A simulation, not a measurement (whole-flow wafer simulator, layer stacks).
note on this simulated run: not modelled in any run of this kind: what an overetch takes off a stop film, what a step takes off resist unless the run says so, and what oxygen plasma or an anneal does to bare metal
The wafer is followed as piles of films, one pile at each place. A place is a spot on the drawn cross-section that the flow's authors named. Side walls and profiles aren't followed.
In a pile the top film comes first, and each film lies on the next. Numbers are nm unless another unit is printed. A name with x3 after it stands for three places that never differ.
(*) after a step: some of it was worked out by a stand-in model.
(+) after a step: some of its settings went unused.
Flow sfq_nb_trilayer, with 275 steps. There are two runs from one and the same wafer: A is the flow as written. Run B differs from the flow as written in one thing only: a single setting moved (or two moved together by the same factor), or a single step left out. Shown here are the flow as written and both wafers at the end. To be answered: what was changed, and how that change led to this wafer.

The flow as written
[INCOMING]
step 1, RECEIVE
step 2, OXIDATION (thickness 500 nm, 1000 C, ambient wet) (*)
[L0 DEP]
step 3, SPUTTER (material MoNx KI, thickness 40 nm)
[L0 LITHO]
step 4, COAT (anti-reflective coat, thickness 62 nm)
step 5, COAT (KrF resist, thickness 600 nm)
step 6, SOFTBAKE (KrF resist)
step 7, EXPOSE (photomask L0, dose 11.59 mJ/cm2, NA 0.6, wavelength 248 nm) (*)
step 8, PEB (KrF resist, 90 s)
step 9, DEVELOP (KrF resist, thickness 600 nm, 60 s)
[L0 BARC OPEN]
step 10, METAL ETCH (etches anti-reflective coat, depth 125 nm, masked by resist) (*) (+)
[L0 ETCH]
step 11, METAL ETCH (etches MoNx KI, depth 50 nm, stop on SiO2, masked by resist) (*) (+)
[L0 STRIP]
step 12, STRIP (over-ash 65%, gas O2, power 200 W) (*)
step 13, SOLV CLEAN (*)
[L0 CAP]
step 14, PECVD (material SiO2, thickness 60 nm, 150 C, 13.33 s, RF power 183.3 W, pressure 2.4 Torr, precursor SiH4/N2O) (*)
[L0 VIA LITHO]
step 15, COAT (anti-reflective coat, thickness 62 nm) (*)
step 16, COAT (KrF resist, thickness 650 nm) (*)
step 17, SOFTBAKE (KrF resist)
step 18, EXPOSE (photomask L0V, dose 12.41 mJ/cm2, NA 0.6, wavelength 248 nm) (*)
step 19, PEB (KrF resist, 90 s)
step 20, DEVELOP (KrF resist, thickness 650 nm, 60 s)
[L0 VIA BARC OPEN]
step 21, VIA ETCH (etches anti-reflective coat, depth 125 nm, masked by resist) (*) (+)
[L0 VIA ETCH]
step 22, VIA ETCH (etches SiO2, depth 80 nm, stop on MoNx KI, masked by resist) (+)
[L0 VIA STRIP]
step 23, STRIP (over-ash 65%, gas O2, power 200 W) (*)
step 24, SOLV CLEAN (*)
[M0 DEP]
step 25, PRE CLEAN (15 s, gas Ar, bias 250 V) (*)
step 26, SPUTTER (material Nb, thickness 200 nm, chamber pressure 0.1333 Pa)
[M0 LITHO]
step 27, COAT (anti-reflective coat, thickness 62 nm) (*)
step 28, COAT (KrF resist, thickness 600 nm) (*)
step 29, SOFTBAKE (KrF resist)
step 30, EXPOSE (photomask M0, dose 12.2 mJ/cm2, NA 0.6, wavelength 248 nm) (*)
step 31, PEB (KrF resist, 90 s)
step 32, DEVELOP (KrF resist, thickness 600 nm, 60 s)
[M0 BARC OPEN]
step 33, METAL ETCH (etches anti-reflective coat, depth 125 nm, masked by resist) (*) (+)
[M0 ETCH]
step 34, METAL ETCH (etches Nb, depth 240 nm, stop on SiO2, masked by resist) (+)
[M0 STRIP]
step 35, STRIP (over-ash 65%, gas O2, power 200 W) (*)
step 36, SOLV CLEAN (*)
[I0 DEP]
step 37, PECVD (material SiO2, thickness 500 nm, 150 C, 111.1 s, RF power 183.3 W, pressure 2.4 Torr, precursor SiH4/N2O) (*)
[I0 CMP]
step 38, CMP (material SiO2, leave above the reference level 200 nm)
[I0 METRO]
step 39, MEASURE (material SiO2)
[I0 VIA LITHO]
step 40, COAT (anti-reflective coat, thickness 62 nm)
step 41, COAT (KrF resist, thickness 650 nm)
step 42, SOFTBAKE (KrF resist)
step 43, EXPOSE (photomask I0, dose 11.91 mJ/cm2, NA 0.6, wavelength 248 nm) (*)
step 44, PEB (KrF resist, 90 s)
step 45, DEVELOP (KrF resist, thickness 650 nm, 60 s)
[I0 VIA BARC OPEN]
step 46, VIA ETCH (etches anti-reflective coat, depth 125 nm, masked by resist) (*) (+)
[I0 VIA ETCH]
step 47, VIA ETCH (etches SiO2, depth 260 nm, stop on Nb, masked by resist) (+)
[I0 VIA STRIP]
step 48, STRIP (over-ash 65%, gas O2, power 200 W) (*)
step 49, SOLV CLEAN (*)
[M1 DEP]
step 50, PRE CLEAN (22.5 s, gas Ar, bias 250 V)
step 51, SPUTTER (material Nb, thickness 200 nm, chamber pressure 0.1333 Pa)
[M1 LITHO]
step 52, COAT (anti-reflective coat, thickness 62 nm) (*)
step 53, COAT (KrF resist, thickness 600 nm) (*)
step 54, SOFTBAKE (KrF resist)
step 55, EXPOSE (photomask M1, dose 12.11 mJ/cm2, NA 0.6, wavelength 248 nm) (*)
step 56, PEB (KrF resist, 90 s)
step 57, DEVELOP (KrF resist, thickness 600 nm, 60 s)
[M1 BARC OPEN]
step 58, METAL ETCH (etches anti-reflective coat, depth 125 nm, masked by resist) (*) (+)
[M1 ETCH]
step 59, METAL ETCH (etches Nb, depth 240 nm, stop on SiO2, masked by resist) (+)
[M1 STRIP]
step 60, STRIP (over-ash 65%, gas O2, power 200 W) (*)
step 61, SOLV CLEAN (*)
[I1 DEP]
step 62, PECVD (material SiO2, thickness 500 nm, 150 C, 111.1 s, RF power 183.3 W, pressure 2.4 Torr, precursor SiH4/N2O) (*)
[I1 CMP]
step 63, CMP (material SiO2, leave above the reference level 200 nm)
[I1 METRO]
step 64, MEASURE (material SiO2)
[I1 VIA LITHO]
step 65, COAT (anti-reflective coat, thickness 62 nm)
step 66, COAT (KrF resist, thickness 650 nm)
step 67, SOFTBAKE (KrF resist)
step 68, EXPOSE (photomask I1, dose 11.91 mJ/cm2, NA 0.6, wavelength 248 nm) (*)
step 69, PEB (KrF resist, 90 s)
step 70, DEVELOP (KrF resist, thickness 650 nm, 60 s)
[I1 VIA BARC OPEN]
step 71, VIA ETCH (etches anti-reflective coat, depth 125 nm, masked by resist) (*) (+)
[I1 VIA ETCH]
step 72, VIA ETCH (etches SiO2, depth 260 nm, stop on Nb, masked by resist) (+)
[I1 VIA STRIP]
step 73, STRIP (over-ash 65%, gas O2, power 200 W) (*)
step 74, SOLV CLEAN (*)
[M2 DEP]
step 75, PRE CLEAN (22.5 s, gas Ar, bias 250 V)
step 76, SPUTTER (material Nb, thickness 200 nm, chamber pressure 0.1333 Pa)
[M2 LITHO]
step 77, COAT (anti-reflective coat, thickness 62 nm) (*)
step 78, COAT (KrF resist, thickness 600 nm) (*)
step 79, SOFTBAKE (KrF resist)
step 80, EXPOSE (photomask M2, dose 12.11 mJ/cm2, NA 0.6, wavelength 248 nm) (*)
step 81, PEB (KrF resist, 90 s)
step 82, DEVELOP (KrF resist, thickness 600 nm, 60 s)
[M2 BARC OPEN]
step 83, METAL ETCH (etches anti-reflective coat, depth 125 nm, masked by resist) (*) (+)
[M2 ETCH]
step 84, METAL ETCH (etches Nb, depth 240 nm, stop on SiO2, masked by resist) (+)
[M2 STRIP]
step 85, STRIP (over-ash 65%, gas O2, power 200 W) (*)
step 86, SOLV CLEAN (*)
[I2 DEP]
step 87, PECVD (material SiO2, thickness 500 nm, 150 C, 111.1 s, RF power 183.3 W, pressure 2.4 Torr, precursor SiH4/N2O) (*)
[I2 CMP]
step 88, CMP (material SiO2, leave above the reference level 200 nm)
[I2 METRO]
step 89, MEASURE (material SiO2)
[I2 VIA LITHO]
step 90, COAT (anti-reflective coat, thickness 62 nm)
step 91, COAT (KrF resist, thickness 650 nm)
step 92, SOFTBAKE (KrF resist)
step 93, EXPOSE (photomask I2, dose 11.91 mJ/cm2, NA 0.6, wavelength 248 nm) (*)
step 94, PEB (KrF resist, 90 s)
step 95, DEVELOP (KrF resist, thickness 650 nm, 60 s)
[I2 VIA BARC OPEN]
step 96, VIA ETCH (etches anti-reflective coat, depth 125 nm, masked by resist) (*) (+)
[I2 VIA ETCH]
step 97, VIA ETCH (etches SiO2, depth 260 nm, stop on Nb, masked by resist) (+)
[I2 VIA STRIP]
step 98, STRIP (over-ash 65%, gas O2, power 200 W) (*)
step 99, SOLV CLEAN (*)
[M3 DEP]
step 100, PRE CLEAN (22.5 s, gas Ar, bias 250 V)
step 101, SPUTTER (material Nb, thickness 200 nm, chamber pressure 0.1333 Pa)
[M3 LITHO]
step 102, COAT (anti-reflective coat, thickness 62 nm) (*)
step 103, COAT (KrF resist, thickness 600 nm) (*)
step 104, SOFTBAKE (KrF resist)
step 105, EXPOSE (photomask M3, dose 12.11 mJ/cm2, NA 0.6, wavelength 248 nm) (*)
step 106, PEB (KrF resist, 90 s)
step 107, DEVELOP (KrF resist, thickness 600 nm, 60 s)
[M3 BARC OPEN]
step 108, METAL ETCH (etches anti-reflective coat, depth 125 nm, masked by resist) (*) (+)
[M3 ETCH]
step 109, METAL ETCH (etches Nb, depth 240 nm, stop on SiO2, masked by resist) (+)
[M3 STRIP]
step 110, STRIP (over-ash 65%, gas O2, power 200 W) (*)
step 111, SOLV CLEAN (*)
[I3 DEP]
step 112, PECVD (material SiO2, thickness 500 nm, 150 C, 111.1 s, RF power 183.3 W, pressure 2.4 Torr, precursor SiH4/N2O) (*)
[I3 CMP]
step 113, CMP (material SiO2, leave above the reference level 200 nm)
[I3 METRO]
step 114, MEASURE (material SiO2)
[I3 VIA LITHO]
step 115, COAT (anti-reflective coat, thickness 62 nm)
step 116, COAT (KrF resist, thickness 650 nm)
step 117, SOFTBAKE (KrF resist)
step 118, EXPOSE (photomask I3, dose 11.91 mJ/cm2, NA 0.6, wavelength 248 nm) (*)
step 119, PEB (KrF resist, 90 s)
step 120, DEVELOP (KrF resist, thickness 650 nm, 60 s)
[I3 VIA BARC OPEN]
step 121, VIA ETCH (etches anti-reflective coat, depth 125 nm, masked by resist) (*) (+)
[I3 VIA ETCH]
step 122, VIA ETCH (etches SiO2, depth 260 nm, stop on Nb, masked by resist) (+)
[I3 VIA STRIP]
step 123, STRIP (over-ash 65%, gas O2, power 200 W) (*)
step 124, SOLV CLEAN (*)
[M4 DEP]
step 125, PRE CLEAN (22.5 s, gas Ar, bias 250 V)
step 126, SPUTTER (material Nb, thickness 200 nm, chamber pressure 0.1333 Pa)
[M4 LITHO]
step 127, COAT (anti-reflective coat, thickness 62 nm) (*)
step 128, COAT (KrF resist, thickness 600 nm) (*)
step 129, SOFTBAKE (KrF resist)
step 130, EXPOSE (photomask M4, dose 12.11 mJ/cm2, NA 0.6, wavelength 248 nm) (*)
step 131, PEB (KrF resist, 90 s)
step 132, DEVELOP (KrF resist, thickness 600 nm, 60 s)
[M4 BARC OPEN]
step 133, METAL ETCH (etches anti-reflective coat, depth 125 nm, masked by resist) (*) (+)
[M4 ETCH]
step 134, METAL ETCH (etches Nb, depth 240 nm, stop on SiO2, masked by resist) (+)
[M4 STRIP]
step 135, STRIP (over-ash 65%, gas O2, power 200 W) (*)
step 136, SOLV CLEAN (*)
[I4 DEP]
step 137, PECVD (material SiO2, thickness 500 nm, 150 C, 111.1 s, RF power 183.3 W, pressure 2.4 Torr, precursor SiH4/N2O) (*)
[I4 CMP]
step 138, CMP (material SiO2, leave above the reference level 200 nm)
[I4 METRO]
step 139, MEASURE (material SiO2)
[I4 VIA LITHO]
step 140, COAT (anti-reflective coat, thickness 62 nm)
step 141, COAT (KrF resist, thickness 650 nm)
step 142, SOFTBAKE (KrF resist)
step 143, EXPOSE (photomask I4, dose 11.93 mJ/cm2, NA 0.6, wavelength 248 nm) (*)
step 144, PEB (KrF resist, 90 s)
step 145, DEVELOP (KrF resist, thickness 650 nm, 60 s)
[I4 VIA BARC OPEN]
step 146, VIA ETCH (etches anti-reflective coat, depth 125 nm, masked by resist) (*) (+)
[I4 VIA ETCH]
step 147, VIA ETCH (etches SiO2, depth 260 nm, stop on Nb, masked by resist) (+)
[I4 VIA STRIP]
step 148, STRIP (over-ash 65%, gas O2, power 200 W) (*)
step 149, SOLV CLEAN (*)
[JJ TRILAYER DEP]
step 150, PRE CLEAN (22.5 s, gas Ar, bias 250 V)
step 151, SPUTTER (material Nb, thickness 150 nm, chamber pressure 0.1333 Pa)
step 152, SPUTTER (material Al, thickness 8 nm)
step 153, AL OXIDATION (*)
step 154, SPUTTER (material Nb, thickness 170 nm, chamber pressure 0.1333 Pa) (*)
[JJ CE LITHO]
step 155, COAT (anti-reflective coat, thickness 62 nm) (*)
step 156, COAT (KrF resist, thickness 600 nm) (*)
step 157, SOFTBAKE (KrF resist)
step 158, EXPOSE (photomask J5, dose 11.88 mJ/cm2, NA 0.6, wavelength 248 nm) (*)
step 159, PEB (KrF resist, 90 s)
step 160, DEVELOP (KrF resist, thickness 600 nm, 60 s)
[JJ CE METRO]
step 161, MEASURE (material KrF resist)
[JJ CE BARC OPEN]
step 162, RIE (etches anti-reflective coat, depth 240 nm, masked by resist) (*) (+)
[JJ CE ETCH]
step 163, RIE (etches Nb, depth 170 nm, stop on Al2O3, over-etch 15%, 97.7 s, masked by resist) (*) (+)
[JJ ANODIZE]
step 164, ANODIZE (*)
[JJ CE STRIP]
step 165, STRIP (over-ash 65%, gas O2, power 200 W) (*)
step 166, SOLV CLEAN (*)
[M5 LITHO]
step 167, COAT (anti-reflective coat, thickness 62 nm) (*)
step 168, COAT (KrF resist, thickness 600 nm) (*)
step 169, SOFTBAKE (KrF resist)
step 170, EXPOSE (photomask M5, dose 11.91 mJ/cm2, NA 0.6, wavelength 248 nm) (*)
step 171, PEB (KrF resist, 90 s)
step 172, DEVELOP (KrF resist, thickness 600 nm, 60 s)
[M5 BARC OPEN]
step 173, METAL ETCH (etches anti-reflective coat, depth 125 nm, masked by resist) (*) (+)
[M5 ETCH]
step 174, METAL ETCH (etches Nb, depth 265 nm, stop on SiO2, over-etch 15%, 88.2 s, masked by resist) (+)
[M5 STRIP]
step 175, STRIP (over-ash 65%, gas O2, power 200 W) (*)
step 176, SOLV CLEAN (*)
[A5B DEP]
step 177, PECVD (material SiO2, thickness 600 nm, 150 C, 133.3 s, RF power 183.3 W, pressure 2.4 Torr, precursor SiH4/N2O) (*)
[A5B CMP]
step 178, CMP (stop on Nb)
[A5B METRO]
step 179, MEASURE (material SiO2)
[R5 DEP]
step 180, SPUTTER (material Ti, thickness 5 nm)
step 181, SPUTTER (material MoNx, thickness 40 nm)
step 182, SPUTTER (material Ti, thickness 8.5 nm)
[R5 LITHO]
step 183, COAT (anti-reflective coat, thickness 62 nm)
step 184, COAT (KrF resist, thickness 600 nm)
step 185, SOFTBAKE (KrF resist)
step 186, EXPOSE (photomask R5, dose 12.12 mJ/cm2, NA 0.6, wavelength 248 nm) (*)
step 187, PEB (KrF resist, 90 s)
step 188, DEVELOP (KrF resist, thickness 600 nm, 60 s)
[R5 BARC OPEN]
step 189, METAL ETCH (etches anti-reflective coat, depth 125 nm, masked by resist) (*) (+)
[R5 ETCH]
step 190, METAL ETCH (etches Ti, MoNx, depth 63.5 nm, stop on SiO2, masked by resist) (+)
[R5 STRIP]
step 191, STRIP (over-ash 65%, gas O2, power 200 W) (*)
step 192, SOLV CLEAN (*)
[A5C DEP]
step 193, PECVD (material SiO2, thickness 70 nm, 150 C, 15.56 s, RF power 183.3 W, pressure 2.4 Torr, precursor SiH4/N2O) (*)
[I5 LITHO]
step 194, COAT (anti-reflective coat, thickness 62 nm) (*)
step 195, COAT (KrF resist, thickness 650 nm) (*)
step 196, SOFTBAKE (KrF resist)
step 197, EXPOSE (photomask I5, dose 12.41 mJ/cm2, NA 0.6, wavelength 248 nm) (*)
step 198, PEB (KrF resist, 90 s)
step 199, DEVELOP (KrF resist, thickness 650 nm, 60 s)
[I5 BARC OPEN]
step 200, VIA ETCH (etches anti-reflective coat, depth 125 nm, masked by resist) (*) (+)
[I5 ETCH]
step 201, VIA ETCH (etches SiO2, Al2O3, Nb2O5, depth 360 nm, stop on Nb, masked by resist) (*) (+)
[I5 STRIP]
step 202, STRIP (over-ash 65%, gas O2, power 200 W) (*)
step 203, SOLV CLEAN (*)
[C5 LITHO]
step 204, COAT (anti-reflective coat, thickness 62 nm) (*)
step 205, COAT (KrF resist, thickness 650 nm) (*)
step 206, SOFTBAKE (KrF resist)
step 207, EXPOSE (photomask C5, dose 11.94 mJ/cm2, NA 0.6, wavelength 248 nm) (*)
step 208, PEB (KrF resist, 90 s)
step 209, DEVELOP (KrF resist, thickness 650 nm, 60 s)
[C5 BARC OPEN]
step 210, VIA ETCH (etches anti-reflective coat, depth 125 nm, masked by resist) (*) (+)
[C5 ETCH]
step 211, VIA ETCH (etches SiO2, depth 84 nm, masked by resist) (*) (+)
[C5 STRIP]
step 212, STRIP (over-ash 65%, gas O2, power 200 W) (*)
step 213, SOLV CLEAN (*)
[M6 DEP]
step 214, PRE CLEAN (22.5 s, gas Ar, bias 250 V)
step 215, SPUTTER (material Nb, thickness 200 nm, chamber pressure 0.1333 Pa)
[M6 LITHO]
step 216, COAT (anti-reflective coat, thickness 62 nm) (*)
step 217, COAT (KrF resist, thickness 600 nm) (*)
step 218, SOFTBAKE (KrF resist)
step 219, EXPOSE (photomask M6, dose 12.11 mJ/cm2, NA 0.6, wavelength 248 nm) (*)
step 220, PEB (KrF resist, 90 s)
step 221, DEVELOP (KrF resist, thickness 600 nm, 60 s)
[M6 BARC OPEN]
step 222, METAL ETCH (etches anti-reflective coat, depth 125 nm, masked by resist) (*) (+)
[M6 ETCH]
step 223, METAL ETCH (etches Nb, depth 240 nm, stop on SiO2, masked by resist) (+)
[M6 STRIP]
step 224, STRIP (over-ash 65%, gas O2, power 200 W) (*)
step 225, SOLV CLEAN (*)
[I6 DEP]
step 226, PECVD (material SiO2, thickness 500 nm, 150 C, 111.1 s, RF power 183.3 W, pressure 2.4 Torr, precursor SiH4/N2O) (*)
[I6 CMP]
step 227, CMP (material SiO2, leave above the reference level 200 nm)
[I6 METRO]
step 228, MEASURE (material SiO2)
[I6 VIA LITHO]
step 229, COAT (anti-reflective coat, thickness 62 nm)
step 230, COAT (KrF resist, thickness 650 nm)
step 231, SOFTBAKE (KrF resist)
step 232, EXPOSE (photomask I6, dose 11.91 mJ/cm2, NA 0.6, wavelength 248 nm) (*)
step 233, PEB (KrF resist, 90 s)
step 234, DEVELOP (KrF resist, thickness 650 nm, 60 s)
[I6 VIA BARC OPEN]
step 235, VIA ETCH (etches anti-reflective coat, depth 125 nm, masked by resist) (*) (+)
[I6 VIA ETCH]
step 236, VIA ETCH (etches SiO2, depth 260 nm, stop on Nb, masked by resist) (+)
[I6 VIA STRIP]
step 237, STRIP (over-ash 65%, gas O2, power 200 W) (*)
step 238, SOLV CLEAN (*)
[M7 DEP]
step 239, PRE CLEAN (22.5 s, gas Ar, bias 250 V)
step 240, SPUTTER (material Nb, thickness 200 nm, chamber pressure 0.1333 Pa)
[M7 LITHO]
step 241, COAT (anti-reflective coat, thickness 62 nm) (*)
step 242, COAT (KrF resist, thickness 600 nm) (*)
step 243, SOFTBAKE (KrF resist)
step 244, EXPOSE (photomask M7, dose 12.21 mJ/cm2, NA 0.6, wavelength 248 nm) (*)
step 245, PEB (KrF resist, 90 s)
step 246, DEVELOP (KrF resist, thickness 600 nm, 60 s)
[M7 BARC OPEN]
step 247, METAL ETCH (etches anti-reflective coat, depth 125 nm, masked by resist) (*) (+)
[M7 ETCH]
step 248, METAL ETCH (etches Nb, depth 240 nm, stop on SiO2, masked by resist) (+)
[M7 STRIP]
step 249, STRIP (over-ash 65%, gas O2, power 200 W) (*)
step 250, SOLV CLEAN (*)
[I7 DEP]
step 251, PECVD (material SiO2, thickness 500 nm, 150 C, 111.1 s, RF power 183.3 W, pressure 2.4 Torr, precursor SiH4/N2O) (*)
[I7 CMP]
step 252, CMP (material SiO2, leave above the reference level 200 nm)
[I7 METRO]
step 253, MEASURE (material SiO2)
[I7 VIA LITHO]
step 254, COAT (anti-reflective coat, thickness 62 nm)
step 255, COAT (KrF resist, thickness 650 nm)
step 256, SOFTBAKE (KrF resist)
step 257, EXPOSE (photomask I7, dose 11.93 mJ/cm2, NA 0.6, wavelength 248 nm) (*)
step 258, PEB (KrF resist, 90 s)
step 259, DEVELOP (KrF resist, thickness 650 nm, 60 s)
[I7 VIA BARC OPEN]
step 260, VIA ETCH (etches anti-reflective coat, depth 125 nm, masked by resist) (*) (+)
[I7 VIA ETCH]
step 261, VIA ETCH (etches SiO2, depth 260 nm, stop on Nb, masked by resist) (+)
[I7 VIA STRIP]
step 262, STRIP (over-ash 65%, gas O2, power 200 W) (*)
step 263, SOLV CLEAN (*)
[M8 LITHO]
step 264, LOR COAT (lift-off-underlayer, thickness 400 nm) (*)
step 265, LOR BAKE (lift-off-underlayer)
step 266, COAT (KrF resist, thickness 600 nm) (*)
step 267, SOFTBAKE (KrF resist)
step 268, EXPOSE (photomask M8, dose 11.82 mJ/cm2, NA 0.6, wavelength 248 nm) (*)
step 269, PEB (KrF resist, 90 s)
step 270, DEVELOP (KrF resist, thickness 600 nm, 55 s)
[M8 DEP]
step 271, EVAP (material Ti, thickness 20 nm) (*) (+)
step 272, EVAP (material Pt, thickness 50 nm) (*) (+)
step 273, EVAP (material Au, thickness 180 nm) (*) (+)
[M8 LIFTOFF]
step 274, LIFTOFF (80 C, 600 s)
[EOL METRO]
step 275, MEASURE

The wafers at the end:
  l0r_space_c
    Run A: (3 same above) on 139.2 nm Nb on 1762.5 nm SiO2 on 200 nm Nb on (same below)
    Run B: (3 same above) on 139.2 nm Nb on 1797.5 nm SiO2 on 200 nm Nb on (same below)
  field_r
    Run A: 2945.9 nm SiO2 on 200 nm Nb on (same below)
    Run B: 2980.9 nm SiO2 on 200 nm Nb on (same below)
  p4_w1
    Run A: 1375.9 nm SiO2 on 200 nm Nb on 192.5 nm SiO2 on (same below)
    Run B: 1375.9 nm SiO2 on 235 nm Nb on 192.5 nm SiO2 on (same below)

What caused this: step 126, SPUTTER: thickness 235 nm was run, while the flow as written has thickness 200 nm.
The wafer itself shows it: p4_w1 has Nb 235, and step 126 as written asks for 200 nm.

The path from the change to this, step by step:
  step 126, SPUTTER (material Nb, thickness 200 nm, chamber pressure 0.1333 Pa)
      field_l, v_sur, via_wl and 102 more: A +200 Nb (new film) | B +235 Nb (new film)
      via_v: A +165.5 Nb | B +194.9 Nb
  step 134, METAL ETCH (etches Nb, depth 240 nm, stop on SiO2, masked by resist) (+)
      field_l, be, be_sur and 64 more: A -200 Nb (all of it) | B -235 Nb (all of it)
  step 137, PECVD (material SiO2, thickness 500 nm, 150 C, 111.1 s, RF power 183.3 W, pressure 2.4 Torr, precursor SiH4/N2O) (*)
      p3_s0, p3_s1, p3_s2, p3_s3, p3_s4, p3_s5: A +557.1 SiO2 | B +592.1 SiO2
  step 138, CMP (material SiO2, leave above the reference level 200 nm)
      field_l, be, be_sur and 55 more: A -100 SiO2 | B -65 SiO2
      lsp_r, l0_sur, l0v: A -91.9 SiO2 | B -55.5 SiO2
